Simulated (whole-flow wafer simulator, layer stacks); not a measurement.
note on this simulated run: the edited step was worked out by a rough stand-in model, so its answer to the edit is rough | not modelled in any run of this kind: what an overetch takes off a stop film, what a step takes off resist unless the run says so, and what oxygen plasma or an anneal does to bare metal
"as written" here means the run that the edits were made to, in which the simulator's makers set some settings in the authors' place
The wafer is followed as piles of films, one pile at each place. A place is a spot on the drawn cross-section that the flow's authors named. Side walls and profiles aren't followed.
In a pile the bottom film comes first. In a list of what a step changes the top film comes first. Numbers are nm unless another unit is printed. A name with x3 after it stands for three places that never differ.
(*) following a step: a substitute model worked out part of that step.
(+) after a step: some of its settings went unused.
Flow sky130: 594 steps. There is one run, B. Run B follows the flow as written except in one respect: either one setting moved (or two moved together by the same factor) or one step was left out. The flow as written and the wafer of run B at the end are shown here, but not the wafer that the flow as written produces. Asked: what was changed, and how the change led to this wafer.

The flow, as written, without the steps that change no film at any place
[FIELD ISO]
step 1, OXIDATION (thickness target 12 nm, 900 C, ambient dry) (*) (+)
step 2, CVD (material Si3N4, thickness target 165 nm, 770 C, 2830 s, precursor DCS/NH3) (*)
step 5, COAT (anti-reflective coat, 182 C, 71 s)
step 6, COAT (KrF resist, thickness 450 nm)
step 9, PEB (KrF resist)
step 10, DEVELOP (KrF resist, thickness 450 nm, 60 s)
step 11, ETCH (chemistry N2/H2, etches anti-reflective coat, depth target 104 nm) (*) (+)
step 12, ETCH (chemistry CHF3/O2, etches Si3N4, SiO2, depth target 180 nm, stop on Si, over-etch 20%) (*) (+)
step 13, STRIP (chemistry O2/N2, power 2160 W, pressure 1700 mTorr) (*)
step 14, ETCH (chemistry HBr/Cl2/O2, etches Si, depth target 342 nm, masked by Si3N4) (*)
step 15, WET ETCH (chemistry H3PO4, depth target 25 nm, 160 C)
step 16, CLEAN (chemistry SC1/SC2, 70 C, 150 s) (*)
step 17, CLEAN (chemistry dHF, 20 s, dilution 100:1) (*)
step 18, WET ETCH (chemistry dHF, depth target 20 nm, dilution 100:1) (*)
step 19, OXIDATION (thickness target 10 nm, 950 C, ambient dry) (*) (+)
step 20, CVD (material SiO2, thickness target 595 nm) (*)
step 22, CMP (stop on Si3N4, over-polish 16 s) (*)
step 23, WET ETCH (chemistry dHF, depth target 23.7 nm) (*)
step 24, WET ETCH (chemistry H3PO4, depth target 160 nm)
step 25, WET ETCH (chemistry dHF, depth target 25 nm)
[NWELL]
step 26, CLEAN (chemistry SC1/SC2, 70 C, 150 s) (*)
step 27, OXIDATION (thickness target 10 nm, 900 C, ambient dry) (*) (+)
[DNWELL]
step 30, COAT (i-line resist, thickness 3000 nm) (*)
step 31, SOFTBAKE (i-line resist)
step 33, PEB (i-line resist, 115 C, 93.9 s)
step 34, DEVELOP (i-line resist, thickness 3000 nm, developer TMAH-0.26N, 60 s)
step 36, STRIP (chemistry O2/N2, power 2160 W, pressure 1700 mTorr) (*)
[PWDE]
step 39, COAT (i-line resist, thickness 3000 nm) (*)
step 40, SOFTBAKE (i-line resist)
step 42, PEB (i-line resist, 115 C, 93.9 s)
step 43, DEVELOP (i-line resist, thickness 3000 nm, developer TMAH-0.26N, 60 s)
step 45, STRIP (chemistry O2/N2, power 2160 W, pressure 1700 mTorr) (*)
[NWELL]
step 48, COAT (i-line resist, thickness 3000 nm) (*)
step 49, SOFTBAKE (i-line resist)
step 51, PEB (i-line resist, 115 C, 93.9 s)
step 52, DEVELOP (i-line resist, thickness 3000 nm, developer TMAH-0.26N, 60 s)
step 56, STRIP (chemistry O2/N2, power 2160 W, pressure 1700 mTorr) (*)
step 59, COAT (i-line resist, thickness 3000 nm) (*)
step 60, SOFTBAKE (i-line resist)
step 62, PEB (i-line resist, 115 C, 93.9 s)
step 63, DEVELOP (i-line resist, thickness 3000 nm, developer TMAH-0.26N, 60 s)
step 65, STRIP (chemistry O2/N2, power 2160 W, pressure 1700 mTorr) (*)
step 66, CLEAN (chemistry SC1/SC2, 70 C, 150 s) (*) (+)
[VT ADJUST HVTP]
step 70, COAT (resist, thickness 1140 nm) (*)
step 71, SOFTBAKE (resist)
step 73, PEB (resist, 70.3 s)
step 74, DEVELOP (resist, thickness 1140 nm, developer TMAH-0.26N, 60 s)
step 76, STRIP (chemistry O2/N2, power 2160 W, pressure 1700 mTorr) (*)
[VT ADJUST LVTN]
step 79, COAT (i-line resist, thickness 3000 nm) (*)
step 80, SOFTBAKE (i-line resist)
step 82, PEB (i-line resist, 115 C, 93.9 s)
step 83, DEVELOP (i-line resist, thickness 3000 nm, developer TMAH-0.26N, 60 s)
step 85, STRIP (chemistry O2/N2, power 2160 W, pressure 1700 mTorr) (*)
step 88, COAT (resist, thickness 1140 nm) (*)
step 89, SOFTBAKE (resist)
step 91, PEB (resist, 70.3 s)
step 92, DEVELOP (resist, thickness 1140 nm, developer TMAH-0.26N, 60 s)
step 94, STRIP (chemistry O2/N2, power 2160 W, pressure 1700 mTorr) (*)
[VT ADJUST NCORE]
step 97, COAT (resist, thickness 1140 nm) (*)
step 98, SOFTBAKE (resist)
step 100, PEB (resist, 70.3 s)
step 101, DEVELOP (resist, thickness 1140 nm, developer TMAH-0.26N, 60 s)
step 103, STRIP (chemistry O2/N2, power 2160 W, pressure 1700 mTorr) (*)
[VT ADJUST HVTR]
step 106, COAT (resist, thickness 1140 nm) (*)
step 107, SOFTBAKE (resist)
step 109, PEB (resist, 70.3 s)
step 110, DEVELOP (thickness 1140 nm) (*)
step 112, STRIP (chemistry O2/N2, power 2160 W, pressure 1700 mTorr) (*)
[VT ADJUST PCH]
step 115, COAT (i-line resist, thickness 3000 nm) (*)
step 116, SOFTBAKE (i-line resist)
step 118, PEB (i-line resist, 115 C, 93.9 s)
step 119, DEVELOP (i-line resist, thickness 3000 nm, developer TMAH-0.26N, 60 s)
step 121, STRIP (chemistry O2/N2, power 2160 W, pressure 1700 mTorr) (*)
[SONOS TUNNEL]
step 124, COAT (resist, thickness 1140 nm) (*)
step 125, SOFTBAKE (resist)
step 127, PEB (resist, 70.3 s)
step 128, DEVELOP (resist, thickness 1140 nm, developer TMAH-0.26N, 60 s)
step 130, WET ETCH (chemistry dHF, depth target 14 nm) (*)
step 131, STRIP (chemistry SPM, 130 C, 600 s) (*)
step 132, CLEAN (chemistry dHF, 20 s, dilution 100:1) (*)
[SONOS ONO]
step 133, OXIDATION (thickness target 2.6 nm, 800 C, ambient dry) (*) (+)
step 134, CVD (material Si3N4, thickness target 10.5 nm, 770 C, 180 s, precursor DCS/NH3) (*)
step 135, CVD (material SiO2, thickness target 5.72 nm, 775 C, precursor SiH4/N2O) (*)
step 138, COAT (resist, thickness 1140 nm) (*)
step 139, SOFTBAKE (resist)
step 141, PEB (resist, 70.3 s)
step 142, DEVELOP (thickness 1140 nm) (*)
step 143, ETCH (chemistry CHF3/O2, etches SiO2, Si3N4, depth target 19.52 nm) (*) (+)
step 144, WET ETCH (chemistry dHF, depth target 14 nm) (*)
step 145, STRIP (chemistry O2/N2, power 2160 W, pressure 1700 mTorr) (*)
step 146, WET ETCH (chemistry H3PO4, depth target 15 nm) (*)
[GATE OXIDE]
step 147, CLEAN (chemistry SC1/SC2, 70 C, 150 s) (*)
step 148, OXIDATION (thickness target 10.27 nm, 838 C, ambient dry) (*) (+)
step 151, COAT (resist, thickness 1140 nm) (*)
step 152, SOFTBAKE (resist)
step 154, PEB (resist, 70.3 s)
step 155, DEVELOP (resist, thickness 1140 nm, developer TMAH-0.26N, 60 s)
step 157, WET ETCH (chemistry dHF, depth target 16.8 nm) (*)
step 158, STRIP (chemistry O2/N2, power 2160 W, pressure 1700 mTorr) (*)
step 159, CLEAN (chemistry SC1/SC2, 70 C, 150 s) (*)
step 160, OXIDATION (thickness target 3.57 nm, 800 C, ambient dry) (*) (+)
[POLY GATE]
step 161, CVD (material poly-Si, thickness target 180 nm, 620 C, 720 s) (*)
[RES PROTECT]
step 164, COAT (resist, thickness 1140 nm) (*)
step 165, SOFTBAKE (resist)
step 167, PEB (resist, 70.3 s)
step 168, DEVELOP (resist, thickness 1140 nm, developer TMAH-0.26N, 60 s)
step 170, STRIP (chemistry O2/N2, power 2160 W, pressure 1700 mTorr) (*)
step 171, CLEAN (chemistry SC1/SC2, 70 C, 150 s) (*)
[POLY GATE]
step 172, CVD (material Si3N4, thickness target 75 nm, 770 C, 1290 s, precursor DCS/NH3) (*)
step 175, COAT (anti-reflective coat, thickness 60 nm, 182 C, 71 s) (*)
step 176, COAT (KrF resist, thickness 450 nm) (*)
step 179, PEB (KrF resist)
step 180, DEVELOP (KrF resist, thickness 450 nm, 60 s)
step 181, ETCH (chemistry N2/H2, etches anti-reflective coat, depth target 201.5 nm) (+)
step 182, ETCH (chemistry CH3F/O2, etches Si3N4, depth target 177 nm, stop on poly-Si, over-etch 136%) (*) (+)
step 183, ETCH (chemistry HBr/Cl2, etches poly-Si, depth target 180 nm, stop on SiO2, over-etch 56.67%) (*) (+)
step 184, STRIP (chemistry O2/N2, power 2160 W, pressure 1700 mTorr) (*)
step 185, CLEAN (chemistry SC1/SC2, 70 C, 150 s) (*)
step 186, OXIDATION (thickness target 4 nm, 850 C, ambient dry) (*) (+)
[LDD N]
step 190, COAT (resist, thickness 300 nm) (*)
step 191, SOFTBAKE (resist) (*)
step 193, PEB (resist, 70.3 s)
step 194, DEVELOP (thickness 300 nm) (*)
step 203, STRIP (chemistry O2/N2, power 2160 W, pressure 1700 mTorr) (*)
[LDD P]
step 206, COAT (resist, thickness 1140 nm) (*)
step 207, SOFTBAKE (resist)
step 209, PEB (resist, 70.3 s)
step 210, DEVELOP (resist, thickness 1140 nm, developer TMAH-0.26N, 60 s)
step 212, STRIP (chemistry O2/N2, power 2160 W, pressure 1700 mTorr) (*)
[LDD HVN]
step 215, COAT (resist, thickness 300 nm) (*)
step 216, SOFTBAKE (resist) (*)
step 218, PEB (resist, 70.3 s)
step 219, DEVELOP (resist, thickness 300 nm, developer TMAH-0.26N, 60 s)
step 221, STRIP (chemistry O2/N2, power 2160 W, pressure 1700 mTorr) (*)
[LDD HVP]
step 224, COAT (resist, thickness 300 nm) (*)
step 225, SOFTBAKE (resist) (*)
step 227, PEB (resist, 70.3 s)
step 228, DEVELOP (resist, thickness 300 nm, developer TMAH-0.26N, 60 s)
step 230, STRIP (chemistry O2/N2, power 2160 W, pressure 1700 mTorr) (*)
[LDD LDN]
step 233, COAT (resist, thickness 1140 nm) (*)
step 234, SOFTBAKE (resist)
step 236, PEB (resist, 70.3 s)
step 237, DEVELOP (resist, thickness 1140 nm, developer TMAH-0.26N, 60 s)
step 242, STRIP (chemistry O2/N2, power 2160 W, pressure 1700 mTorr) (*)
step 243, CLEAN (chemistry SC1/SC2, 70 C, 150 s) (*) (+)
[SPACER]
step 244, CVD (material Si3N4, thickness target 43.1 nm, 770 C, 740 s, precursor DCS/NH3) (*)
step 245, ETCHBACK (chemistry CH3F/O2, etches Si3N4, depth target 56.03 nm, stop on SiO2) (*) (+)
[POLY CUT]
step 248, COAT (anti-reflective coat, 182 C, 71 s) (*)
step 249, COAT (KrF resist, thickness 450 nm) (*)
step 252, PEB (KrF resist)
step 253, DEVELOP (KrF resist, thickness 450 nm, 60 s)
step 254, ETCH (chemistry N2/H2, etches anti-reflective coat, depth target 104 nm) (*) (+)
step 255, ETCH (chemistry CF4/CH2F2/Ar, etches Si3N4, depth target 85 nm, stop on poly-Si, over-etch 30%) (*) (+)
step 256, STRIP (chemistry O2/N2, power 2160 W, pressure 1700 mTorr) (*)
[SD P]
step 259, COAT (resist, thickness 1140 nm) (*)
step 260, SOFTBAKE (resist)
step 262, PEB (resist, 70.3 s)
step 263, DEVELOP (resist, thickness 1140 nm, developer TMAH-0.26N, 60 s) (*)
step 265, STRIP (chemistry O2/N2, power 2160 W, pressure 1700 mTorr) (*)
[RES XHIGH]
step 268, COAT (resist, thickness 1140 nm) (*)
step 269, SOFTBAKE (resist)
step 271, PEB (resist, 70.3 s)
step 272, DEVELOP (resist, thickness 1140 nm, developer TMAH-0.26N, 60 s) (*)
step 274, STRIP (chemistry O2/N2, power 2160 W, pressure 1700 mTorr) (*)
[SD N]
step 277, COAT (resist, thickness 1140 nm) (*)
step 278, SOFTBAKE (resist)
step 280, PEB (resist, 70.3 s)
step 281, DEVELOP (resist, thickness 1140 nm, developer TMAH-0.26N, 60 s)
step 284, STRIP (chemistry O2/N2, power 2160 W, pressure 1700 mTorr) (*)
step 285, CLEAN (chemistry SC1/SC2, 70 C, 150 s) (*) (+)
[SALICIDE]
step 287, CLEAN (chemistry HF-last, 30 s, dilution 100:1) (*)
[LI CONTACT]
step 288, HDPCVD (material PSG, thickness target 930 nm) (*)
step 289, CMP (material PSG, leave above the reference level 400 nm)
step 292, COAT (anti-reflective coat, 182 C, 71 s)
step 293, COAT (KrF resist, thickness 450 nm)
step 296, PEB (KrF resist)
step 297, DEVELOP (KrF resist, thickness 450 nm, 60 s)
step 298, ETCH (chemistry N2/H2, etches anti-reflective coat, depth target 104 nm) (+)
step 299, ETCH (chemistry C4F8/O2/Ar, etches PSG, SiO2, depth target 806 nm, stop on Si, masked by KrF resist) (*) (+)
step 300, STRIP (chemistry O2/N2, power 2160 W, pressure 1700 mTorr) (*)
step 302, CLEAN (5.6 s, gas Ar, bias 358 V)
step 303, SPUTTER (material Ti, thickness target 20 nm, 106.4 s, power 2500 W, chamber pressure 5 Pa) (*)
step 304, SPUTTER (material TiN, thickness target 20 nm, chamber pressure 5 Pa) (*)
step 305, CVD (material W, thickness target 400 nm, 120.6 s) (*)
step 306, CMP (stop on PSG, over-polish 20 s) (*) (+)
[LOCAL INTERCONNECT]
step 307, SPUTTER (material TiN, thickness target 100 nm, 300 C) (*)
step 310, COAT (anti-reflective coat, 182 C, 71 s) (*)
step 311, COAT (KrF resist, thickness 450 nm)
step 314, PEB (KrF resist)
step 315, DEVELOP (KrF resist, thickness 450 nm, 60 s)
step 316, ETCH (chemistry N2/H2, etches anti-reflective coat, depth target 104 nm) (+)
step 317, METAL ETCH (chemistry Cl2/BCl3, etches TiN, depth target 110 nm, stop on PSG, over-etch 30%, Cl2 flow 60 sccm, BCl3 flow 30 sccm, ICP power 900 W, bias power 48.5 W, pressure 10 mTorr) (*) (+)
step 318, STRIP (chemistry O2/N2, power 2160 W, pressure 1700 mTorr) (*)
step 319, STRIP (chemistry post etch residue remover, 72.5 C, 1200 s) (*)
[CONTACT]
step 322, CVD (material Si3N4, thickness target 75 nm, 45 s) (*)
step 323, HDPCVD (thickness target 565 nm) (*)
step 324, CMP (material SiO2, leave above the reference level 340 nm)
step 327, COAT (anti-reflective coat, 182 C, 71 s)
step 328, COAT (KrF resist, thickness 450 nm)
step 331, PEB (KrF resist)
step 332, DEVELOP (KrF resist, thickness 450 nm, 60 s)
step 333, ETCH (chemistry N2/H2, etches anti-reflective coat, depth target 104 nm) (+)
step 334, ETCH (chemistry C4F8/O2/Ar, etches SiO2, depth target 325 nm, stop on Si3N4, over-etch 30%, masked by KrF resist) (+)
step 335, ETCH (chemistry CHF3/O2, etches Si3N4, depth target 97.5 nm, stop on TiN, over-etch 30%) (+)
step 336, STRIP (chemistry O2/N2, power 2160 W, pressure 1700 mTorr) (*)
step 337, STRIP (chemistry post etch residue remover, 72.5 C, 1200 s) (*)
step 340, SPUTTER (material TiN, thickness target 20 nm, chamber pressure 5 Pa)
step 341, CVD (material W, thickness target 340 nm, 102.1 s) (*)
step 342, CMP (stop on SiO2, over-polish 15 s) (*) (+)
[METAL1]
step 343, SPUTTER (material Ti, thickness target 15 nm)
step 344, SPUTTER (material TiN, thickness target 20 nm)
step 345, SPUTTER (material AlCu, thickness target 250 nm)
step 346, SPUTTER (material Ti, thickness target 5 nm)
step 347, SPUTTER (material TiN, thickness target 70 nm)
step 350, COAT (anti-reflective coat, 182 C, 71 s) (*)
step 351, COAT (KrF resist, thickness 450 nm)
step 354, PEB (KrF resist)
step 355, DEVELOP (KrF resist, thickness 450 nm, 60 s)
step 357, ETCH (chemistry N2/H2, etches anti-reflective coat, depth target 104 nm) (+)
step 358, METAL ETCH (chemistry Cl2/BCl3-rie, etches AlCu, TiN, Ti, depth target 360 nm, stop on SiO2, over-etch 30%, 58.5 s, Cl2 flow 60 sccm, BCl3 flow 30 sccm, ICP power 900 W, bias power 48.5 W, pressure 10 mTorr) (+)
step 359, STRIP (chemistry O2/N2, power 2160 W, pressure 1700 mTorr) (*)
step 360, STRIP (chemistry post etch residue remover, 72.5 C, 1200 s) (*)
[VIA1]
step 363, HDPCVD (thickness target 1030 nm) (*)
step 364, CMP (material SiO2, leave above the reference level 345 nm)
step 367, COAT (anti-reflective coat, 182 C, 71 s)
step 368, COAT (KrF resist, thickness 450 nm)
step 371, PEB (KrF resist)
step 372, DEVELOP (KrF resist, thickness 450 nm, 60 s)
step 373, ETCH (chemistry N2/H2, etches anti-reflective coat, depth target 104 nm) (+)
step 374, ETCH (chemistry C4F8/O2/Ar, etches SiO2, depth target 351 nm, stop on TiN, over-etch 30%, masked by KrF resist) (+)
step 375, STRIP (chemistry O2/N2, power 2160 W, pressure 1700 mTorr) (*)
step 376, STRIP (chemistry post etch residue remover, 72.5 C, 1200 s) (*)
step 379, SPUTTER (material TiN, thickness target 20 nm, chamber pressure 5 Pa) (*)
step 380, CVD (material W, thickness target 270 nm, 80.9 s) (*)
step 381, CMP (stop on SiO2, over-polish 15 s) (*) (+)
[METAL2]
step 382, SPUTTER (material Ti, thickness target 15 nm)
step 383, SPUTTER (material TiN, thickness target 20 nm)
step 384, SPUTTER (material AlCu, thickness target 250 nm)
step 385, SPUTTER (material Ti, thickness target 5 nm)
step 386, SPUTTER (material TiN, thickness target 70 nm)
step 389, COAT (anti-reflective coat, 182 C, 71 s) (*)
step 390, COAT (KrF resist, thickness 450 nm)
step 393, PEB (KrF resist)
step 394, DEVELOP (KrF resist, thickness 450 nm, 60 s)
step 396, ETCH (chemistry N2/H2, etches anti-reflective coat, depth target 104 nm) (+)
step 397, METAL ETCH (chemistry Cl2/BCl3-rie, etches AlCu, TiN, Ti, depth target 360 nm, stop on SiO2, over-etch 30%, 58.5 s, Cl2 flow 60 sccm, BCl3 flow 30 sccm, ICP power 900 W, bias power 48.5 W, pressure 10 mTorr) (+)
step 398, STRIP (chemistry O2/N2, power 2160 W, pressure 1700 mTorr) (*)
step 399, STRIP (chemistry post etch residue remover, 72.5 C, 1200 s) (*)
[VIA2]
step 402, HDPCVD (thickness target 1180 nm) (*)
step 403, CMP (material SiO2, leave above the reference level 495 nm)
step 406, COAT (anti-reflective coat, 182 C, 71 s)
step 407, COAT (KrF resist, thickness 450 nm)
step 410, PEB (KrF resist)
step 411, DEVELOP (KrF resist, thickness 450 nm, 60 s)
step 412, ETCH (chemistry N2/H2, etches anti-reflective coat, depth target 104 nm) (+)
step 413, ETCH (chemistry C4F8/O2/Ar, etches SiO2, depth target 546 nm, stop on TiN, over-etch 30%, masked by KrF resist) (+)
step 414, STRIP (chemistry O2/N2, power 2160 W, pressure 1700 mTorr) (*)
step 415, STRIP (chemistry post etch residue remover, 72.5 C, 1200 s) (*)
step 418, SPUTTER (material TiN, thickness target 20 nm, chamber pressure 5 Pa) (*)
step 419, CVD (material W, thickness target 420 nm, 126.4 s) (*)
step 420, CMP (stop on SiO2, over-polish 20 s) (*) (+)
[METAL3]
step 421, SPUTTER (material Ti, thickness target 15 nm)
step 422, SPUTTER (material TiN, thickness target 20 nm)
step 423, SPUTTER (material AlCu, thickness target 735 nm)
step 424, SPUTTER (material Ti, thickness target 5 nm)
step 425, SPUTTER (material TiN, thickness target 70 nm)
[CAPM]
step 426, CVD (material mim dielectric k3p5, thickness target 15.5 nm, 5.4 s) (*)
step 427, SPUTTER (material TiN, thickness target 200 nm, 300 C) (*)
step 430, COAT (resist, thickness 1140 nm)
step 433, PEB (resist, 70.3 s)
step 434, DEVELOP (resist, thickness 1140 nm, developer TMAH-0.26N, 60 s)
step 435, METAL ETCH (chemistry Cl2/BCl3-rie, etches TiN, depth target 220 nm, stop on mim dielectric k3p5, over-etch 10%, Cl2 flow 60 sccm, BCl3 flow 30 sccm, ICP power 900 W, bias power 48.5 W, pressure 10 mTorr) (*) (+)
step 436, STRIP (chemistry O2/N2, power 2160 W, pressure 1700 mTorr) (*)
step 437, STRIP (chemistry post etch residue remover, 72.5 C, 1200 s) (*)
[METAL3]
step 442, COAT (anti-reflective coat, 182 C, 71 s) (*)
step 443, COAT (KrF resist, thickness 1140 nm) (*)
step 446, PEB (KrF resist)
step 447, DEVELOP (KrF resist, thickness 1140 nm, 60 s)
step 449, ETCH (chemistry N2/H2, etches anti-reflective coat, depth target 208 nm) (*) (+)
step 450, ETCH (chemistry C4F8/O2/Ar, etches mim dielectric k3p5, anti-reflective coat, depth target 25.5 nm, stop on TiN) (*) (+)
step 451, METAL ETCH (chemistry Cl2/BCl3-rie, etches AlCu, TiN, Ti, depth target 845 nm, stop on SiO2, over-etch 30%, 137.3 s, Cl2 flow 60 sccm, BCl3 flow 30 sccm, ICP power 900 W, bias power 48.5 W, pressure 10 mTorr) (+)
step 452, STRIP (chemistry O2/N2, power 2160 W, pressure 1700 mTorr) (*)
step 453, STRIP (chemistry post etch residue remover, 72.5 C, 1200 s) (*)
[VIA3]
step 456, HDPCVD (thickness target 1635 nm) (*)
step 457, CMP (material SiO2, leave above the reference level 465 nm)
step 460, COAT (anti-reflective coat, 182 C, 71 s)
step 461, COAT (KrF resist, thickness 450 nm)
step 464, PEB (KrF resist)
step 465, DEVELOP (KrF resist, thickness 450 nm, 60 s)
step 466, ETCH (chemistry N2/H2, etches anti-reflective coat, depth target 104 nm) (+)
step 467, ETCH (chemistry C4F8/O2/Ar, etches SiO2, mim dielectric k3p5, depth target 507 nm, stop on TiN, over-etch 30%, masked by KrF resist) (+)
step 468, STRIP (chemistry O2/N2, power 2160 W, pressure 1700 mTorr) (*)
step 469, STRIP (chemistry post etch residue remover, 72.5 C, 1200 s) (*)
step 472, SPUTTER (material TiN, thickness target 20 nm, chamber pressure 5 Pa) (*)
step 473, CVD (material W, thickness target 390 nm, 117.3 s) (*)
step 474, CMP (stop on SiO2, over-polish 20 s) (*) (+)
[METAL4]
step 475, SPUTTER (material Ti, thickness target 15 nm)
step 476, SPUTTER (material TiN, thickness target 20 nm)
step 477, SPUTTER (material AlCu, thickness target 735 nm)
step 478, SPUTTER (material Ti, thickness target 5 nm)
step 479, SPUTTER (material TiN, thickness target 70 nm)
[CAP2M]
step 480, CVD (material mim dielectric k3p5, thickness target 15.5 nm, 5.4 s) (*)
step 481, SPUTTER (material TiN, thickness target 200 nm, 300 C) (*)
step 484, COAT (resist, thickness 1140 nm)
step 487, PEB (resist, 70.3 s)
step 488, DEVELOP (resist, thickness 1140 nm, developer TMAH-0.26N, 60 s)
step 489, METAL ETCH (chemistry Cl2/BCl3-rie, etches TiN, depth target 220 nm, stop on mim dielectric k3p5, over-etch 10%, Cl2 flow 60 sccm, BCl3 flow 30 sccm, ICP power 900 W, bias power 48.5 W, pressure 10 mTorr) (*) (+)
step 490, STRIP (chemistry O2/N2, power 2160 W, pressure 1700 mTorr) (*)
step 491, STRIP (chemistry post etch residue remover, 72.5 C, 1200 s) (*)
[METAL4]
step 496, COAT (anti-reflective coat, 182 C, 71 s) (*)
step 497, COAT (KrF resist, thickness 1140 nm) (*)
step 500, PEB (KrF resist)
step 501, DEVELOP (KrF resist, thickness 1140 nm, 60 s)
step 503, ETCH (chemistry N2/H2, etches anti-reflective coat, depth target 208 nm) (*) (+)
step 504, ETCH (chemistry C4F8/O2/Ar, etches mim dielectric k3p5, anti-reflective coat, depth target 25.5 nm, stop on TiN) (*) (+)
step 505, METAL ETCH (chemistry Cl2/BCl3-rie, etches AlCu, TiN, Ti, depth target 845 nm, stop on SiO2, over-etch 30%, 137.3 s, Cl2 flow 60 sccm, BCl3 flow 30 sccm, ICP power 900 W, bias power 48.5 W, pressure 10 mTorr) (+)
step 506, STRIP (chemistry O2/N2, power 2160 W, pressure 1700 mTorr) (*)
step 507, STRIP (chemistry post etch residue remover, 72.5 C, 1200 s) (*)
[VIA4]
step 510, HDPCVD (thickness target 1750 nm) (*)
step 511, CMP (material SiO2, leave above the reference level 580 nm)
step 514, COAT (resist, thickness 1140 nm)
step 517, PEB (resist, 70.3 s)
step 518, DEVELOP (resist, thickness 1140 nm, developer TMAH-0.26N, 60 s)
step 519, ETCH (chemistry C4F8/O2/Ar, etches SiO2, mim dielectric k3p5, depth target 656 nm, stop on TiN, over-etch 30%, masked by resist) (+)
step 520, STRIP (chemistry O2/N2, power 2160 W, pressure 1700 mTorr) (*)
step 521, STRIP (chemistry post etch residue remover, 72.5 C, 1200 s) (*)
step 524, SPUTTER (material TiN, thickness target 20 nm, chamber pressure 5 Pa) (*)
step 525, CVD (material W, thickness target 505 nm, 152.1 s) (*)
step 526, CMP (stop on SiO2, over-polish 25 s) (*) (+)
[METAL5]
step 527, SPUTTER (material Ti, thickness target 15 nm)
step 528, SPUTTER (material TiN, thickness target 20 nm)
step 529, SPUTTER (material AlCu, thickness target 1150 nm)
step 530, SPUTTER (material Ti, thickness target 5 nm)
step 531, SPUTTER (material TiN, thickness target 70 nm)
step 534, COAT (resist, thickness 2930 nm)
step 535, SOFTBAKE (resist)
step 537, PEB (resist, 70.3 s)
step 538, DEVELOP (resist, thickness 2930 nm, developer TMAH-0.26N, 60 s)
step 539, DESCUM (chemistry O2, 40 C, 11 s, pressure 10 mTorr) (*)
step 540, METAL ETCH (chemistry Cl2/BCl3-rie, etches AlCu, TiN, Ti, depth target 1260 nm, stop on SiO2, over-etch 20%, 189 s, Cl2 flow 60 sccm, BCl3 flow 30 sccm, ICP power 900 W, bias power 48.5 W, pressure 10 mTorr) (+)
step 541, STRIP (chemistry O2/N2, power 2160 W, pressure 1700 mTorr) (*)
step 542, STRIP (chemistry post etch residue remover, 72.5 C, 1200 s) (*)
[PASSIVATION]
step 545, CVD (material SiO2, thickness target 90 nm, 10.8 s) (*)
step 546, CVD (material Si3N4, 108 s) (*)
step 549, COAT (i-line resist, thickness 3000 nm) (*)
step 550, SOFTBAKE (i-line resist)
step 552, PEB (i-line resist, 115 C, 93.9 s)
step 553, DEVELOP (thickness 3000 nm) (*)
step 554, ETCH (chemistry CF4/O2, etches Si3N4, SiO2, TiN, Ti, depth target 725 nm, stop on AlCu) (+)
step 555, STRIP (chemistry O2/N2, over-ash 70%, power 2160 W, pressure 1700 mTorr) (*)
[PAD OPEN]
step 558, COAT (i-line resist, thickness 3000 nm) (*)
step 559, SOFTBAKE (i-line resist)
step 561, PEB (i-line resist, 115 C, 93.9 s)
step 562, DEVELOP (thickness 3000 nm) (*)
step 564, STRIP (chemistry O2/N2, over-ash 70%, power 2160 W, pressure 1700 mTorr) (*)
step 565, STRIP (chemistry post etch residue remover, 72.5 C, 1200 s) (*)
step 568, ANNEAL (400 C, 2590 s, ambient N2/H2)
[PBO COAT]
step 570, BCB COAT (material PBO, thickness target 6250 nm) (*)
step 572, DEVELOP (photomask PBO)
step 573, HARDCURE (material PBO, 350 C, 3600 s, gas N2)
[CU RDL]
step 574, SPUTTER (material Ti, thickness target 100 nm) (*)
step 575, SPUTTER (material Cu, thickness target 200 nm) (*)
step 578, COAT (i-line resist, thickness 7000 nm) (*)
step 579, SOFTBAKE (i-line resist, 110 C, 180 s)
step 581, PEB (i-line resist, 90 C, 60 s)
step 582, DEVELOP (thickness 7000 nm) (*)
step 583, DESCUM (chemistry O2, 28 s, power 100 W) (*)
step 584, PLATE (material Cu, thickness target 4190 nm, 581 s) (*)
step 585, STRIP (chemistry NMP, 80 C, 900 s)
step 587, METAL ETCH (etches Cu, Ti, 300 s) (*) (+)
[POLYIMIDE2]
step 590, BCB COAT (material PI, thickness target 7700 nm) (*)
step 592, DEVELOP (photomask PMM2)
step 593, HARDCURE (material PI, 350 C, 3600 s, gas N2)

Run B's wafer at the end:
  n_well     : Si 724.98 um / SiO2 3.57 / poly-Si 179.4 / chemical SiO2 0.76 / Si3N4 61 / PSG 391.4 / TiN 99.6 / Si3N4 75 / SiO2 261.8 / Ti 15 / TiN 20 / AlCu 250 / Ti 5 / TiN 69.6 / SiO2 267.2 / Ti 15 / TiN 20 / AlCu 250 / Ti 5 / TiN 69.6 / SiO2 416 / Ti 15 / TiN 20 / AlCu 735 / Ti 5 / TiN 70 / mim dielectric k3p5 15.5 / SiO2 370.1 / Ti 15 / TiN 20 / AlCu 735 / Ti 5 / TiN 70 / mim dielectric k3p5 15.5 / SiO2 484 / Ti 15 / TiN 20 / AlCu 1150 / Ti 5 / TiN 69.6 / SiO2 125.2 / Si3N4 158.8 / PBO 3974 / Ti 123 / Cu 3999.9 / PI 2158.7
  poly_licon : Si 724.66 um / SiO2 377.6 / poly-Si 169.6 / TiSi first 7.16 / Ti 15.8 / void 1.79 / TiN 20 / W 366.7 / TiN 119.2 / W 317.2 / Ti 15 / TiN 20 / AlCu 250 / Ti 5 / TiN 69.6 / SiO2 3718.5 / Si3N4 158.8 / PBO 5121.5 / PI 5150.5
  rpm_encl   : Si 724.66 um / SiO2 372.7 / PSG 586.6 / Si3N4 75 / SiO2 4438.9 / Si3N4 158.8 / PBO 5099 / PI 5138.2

What caused this: step 574, SPUTTER: thickness target 123 nm was run, though the flow has thickness target 100 nm.
One can read it off the wafer: n_well has Ti 123, and step 574 as written asks for 100 nm.

How this came from the change, step by step:
  step 574, SPUTTER (material Ti, thickness target 100 nm) (*)
      field, active, n_well and 190 more: +123 Ti (new film) (in the flow as written it would be: +100 Ti (new film))
  step 587, METAL ETCH (etches Cu, Ti, 300 s) (*) (+)
      field, active, gate and 167 more: -200 Cu (all of it), -123 Ti (all of it) (in the flow as written it would be: -200 Cu (all of it), -100 Ti (all of it))
  step 590, BCB COAT (material PI, thickness target 7700 nm) (*)
      de16_gate_nw: +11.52 um PI (new film) (in the flow as written it would be: +11.5 um PI (new film))
